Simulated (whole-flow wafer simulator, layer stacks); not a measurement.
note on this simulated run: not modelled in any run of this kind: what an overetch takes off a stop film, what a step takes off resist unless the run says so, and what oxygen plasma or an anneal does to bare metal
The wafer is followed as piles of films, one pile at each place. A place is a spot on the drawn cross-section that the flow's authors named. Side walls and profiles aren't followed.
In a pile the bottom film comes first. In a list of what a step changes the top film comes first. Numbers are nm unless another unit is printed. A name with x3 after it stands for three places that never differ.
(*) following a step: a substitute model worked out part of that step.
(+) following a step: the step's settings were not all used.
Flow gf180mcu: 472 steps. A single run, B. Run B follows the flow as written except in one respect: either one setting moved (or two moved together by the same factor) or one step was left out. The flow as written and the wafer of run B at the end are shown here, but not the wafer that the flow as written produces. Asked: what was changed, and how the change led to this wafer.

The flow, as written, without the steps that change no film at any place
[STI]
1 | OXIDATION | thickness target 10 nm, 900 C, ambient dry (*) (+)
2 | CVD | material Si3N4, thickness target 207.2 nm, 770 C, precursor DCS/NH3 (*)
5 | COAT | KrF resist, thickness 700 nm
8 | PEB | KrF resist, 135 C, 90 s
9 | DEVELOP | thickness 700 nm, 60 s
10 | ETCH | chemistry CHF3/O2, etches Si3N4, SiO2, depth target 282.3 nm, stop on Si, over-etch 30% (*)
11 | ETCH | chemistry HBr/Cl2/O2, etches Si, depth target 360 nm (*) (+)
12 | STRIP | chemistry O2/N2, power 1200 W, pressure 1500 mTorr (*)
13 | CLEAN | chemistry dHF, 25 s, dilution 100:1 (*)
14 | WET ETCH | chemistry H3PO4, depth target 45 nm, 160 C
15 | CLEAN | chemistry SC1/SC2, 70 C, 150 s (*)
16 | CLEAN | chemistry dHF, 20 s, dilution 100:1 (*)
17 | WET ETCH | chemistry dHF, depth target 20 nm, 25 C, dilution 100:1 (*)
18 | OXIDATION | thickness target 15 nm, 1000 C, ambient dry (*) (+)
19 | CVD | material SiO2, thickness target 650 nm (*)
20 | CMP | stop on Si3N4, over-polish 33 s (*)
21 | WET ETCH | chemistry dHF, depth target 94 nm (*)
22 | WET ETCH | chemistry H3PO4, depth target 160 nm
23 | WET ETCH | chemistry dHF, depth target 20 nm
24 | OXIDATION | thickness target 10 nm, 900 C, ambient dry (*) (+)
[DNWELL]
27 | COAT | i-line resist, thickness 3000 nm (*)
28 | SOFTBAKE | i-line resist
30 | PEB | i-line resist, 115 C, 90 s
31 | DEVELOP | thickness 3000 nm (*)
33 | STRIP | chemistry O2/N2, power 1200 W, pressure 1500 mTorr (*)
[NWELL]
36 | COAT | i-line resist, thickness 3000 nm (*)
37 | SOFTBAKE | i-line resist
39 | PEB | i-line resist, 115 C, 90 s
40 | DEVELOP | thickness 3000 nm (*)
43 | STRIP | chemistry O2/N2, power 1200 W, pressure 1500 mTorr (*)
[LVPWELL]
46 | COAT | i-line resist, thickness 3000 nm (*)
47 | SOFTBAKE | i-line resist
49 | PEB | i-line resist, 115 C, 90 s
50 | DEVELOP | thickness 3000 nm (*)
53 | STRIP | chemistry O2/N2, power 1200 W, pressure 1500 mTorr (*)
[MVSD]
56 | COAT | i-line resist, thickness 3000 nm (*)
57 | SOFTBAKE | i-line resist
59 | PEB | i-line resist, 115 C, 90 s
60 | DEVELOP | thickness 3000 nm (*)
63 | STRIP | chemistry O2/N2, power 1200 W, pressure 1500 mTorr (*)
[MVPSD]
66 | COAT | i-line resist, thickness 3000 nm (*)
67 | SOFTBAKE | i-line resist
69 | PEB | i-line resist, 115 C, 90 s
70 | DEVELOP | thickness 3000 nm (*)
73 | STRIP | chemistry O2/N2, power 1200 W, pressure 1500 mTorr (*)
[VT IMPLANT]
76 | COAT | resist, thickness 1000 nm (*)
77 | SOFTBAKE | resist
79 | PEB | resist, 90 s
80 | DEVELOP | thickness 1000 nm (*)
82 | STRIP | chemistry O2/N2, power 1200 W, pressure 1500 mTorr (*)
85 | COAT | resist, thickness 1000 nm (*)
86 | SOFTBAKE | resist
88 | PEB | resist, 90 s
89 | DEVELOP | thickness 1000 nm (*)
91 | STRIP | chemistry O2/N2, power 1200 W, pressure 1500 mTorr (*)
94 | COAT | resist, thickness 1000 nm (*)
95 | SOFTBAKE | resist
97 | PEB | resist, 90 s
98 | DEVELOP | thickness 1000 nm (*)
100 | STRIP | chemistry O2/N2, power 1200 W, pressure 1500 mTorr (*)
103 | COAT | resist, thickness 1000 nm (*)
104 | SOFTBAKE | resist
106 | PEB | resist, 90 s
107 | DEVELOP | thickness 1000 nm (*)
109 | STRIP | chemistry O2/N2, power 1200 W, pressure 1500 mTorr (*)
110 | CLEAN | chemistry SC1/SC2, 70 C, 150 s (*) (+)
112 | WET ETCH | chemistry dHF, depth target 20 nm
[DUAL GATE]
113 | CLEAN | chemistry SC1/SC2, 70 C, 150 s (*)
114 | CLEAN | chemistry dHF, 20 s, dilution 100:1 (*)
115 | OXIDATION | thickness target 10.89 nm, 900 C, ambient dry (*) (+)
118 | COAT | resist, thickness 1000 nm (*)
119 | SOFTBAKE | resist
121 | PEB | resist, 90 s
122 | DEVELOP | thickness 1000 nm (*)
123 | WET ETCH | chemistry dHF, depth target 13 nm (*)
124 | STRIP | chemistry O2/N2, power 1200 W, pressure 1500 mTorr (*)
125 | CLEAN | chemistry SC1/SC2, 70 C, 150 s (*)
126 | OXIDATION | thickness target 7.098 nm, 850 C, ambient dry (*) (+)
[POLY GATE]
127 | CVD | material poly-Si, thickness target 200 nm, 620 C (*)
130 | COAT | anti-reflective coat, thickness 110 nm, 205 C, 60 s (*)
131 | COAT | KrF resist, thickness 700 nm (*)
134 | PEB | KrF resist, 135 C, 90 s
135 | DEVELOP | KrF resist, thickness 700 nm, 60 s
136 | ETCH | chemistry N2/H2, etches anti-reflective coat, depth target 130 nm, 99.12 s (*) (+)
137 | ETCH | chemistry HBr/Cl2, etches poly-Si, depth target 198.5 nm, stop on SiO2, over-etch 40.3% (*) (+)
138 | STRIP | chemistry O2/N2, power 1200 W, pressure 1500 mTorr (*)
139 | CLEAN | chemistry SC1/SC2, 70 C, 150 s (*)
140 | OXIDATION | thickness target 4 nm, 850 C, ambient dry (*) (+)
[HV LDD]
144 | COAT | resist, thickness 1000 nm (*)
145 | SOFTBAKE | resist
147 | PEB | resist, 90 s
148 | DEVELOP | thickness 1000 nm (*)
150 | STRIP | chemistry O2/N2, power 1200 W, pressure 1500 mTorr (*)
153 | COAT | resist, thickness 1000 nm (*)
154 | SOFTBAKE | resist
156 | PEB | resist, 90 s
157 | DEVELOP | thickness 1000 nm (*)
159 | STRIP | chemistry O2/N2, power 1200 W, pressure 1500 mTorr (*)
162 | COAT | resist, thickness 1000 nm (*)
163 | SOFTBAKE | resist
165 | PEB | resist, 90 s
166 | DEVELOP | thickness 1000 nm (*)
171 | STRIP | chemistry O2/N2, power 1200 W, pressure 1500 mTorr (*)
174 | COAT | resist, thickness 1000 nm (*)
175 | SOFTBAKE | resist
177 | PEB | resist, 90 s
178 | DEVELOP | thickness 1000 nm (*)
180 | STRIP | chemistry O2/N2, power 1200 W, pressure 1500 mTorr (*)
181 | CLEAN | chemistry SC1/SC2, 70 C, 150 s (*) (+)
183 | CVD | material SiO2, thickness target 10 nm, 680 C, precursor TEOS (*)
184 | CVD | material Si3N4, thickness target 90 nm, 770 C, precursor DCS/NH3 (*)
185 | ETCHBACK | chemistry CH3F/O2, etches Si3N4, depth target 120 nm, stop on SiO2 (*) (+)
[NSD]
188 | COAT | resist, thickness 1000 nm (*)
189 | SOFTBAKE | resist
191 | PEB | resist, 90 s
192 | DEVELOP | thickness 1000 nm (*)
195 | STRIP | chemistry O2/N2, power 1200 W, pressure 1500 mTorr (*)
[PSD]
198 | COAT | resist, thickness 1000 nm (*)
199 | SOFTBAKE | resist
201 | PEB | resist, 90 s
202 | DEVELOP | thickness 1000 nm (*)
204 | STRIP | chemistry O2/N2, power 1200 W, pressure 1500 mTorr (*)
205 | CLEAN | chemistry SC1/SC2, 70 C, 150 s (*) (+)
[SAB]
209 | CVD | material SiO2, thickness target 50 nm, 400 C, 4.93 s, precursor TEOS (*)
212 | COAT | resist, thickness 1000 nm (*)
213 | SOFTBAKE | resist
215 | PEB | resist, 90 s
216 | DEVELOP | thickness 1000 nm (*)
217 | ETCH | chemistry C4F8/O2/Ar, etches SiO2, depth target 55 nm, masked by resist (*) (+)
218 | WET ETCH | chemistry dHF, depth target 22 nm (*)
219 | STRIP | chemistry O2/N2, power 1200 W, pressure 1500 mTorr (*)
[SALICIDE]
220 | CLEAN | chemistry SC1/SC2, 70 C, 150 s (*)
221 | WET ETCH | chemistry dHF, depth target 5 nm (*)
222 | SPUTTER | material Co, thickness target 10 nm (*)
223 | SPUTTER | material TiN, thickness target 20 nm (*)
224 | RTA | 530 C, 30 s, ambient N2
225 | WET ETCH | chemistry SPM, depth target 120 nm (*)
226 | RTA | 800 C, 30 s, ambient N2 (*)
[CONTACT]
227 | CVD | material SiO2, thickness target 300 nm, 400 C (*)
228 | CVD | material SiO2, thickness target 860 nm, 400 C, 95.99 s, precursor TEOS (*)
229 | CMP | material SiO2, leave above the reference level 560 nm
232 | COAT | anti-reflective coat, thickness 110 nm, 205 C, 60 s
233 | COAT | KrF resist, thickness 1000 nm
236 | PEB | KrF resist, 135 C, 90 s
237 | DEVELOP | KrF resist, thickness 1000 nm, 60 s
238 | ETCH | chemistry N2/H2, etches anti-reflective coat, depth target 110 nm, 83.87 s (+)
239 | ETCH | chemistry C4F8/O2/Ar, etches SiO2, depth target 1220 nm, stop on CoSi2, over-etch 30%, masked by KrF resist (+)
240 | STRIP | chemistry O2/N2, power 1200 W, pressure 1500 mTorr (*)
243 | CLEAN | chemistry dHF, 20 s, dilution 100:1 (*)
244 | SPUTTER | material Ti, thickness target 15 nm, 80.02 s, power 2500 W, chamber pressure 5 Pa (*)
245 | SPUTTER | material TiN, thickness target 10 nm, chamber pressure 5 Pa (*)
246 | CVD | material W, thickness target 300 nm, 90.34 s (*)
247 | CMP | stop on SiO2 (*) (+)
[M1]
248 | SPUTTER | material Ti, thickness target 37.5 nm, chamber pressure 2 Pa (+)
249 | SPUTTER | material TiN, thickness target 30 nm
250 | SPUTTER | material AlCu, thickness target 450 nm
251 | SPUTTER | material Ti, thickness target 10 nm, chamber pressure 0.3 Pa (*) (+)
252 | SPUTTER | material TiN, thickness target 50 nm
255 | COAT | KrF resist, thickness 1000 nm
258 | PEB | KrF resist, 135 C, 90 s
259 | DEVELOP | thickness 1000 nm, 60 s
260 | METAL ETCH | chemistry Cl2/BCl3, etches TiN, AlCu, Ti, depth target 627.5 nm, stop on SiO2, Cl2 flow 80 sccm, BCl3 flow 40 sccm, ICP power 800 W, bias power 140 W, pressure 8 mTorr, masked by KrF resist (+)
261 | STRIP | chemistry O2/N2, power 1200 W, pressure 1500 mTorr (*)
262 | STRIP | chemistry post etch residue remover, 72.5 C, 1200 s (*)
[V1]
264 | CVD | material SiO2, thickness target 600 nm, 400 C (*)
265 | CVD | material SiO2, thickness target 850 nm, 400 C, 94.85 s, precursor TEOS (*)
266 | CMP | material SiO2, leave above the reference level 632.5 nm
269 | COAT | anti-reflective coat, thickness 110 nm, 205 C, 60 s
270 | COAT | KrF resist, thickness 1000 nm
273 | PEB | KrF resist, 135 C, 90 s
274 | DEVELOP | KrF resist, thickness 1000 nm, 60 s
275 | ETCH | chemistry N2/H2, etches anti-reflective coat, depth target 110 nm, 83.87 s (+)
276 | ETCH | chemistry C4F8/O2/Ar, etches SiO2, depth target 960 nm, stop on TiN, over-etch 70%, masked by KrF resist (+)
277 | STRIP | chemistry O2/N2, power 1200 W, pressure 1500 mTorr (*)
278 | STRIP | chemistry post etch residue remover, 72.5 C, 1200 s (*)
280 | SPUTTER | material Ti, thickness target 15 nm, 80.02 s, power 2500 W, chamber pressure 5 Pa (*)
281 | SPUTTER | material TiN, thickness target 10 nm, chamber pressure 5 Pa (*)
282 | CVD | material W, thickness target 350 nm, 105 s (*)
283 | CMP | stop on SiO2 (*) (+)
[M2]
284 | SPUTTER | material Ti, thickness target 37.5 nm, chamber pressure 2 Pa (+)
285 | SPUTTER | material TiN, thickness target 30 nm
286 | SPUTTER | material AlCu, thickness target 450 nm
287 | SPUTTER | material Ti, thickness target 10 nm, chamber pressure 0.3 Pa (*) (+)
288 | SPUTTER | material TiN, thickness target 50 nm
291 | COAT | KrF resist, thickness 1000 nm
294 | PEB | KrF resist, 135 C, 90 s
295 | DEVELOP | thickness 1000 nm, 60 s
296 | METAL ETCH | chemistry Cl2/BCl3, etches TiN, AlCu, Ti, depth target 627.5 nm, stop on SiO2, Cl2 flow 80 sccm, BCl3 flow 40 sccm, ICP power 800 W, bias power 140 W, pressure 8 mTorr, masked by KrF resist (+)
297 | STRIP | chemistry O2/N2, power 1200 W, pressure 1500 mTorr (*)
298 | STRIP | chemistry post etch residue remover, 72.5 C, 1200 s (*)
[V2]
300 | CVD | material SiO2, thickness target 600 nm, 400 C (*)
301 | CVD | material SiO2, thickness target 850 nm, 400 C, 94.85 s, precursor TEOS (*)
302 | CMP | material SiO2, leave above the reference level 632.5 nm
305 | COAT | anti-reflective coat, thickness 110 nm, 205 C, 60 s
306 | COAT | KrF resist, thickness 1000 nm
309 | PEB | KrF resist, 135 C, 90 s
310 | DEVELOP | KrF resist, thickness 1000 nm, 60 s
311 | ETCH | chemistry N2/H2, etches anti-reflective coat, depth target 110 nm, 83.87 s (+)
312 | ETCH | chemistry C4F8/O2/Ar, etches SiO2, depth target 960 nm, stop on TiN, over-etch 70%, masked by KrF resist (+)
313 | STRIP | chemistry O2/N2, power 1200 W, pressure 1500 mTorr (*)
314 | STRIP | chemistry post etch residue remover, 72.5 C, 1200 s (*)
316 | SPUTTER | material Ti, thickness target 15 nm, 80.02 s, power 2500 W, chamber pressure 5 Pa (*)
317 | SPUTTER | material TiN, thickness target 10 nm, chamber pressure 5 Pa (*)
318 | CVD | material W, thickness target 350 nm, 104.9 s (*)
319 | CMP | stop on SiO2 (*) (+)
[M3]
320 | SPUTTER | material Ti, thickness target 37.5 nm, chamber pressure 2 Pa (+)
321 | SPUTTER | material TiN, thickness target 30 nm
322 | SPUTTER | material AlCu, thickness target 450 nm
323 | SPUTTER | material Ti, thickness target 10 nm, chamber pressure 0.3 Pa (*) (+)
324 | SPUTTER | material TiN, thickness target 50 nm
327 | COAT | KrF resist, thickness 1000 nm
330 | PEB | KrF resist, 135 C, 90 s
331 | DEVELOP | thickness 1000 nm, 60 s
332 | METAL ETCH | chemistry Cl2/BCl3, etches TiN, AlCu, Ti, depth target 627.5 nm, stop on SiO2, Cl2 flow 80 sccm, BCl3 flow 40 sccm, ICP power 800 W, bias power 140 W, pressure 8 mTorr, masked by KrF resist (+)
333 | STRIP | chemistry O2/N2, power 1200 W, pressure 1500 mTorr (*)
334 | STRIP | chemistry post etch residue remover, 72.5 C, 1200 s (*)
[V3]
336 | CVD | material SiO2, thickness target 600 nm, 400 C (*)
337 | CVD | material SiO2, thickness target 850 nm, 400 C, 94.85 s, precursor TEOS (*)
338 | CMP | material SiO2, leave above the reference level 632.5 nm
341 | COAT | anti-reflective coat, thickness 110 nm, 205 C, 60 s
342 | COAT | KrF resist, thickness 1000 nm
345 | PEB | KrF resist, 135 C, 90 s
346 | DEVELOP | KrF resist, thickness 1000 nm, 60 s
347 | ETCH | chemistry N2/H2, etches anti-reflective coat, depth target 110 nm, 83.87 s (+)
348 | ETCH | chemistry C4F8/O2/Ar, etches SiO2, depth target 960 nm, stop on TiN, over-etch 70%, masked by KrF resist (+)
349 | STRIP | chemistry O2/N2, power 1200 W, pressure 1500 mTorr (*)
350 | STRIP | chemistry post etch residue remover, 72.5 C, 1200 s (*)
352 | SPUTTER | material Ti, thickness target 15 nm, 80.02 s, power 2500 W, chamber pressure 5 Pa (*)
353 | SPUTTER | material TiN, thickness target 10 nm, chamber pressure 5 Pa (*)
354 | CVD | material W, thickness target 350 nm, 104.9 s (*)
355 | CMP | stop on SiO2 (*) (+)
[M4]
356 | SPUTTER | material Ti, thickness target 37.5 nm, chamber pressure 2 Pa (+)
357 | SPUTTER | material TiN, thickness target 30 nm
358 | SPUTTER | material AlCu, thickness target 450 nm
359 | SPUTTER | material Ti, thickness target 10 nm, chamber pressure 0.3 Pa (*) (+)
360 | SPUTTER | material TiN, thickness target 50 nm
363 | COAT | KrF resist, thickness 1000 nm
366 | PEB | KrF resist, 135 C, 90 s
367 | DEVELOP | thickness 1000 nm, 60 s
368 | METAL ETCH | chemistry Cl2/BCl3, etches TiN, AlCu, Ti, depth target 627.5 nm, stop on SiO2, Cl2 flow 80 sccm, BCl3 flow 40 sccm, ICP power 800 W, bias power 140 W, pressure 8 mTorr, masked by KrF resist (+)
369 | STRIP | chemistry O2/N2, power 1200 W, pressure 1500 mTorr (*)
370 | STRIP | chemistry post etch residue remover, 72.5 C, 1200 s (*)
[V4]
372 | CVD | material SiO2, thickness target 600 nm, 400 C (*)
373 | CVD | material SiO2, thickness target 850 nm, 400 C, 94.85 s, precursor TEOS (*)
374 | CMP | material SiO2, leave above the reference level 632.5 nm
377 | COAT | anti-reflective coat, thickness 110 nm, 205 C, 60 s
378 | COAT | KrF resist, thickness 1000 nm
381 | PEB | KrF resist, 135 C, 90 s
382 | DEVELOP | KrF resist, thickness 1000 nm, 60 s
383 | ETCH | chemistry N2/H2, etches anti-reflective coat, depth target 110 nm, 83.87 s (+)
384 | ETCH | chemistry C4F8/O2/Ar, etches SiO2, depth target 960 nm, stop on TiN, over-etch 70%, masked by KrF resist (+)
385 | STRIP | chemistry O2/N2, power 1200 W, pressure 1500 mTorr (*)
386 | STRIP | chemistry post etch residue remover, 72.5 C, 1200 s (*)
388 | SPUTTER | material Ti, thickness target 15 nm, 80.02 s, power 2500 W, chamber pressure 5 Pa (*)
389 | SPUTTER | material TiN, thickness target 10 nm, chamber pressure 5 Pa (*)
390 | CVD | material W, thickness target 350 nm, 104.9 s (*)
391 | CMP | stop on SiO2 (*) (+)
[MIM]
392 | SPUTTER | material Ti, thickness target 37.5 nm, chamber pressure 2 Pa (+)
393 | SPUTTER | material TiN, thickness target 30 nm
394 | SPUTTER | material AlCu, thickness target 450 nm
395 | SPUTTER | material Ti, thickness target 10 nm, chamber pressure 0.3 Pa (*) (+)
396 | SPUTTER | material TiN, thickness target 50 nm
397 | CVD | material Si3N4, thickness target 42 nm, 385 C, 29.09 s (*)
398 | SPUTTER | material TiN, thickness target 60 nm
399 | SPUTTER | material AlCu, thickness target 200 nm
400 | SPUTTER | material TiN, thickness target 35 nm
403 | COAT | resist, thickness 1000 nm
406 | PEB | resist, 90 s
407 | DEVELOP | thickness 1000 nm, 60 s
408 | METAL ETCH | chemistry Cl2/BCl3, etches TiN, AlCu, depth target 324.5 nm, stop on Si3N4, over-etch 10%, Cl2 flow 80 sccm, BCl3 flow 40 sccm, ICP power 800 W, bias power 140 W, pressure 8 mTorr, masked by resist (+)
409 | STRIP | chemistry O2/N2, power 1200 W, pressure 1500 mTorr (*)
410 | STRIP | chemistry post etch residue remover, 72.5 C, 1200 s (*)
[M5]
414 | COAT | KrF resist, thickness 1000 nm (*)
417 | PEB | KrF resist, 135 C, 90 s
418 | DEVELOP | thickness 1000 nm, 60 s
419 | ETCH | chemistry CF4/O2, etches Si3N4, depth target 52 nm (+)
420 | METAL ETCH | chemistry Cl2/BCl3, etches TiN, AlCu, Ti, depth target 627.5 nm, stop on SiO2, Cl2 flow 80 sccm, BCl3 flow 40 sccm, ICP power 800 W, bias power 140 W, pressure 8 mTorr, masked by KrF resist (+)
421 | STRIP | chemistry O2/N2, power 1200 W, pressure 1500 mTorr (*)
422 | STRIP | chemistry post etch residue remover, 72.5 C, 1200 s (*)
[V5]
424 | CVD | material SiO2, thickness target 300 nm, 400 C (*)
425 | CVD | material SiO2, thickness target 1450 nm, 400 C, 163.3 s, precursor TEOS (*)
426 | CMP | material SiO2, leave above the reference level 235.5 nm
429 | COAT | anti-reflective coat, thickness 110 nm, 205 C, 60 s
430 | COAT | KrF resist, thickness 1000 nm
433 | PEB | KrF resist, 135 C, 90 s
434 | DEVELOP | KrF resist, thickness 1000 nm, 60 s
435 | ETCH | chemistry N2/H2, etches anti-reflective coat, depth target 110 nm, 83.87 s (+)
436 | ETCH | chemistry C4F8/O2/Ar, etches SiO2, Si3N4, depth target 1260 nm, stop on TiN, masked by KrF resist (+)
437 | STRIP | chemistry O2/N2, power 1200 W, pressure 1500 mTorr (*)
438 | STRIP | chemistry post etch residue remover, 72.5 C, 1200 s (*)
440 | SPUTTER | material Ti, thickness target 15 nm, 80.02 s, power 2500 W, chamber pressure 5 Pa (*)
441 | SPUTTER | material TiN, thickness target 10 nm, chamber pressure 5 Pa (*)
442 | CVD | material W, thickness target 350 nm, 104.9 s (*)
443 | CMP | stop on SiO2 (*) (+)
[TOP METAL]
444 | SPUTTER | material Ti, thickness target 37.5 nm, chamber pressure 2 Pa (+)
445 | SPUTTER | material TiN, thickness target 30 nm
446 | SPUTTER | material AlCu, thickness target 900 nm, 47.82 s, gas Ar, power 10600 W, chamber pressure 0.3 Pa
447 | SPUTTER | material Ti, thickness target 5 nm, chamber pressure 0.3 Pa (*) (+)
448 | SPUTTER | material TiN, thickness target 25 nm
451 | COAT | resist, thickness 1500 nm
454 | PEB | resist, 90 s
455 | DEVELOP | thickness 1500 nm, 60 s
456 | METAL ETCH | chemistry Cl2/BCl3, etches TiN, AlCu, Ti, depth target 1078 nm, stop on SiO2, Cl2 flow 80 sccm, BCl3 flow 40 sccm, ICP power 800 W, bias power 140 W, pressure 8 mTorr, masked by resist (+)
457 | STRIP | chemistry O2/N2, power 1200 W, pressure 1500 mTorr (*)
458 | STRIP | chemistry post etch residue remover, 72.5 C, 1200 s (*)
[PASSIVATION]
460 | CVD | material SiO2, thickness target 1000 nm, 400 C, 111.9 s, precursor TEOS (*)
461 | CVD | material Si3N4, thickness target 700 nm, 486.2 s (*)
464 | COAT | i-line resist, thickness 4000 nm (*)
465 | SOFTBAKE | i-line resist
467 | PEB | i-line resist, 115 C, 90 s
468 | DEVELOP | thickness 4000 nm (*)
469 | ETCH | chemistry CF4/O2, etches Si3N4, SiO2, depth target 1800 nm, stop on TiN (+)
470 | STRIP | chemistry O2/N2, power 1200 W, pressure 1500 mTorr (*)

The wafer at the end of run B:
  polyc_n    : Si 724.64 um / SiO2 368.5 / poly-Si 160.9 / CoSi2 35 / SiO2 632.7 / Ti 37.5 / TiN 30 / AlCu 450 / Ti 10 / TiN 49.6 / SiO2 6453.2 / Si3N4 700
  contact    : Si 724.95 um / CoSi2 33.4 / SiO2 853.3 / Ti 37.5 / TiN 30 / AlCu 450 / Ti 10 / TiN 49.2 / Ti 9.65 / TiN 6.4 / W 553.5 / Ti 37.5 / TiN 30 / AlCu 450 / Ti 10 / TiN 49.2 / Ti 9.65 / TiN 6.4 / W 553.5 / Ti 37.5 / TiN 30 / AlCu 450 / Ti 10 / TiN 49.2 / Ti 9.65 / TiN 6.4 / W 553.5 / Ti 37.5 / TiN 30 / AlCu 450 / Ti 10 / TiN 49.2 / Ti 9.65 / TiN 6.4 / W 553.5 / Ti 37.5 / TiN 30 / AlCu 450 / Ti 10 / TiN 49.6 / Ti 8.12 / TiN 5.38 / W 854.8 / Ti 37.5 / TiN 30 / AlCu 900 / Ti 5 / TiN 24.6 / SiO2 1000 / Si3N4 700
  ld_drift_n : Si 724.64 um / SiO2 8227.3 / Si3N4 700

The reason: step 239, ETCH: chemistry C4F8/O2/Ar, etches SiO2, depth target 1220 nm, stop on CoSi2, over-etch 30%, masked by KrF resist (+), was omitted.

How this came from the change, step by step:
  240 | STRIP | chemistry O2/N2, power 1200 W, pressure 1500 mTorr (*)
      field, field__w1, field__w2 and 105 more: -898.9 KrF resist (all of it), -110 anti-reflective coat (all of it) (as written it would have been: -675.6 KrF resist (all of it), -110 anti-reflective coat (all of it))
  243 | CLEAN | chemistry dHF, 20 s, dilution 100:1 (*)
      contact, polyc_n, polyc_p: -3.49 SiO2 (as written it would have been: -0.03 CoSi2)
  244 | SPUTTER | material Ti, thickness target 15 nm, 80.02 s, power 2500 W, chamber pressure 5 Pa (*)
      contact: +15 Ti (new film) (as written it would have been: +8.55 Ti (new film))
  245 | SPUTTER | material TiN, thickness target 10 nm, chamber pressure 5 Pa (*)
      contact: +10 TiN (new film) (as written it would have been: +5.48 TiN (new film))
  246 | CVD | material W, thickness target 300 nm, 90.34 s (*)
      polyc_n, polyc_p: +300 W (new film) (as written it would have been: +936 W (new film))
      contact: +300 W (new film) (as written it would have been: +1167.5 W (new film))
  247 | CMP | stop on SiO2 (*) (+)
      contact, polyc_n, polyc_p: -300 W (all of it), -10 TiN (all of it), -15 Ti (all of it), -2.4 SiO2 (as written it would have been: -328.3 W)
Taking metal films that touch as one body, polyc_n has 2 bodies (between them, from the top down: SiO2 632.7); the flow as written gives 1 body.
Taking metal films that touch as one body, contact has 2 bodies (between them, from the top down: SiO2 853.3); the flow as written gives 1 body.
